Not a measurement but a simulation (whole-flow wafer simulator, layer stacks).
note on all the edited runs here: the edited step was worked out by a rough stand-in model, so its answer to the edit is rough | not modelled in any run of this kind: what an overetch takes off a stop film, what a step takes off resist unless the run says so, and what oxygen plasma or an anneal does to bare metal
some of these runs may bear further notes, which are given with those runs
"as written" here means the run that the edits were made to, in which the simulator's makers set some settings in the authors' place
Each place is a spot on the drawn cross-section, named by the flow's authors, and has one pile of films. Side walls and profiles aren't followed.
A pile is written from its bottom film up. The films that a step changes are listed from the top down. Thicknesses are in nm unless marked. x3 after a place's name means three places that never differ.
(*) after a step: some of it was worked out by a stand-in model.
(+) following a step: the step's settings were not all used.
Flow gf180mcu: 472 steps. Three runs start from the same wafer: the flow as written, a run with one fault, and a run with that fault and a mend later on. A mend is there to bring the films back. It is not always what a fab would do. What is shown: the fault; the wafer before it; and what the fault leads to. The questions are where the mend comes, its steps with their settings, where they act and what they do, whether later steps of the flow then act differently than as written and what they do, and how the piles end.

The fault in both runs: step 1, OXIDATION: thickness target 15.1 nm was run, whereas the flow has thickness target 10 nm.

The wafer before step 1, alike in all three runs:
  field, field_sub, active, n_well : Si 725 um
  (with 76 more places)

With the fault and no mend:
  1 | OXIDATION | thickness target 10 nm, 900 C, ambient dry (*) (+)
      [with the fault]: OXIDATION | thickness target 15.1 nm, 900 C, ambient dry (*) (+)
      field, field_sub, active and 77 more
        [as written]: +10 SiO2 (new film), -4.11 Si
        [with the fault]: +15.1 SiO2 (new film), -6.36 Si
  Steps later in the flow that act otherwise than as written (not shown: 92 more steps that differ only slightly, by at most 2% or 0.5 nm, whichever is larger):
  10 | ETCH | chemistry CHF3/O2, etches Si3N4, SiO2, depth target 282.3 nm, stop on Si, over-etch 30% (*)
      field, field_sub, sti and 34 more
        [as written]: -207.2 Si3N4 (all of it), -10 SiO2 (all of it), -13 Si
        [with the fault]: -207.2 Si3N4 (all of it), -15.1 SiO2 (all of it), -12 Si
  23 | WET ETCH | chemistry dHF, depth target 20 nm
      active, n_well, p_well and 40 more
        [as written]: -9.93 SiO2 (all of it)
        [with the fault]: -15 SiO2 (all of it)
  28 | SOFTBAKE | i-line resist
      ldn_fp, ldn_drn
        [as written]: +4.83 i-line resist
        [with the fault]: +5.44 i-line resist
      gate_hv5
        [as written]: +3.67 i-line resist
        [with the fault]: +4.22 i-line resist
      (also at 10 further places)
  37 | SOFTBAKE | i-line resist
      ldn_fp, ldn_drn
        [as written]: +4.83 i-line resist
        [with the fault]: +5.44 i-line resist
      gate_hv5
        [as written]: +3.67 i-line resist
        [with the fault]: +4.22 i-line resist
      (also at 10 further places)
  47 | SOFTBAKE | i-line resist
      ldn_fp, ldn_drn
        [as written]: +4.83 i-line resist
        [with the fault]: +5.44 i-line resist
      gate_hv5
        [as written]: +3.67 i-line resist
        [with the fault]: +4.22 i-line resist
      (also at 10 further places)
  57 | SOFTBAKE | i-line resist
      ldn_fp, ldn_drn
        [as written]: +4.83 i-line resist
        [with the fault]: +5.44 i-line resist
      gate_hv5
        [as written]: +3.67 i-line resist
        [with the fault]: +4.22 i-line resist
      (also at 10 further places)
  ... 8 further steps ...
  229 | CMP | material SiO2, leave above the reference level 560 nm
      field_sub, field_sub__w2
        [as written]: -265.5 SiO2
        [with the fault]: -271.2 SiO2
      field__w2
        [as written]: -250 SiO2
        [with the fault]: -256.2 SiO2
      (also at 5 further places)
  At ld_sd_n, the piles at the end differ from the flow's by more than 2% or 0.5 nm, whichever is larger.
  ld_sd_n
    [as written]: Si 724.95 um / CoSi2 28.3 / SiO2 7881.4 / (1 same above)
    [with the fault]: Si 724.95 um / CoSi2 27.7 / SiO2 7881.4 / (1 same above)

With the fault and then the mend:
  The mend stands after step 1.
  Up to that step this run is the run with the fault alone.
  1a | WET ETCH | chemistry dHF, depth target 5.1 nm, 25 C, dilution 100:1
      field, field_sub, active and 77 more
        -5.1 SiO2
  None of the later steps of the flow acts differently than as written at any place that is followed.
  The piles end only slightly different from the flow's at the places that both follow, by no more than 2% or 0.5 nm, whichever is larger.
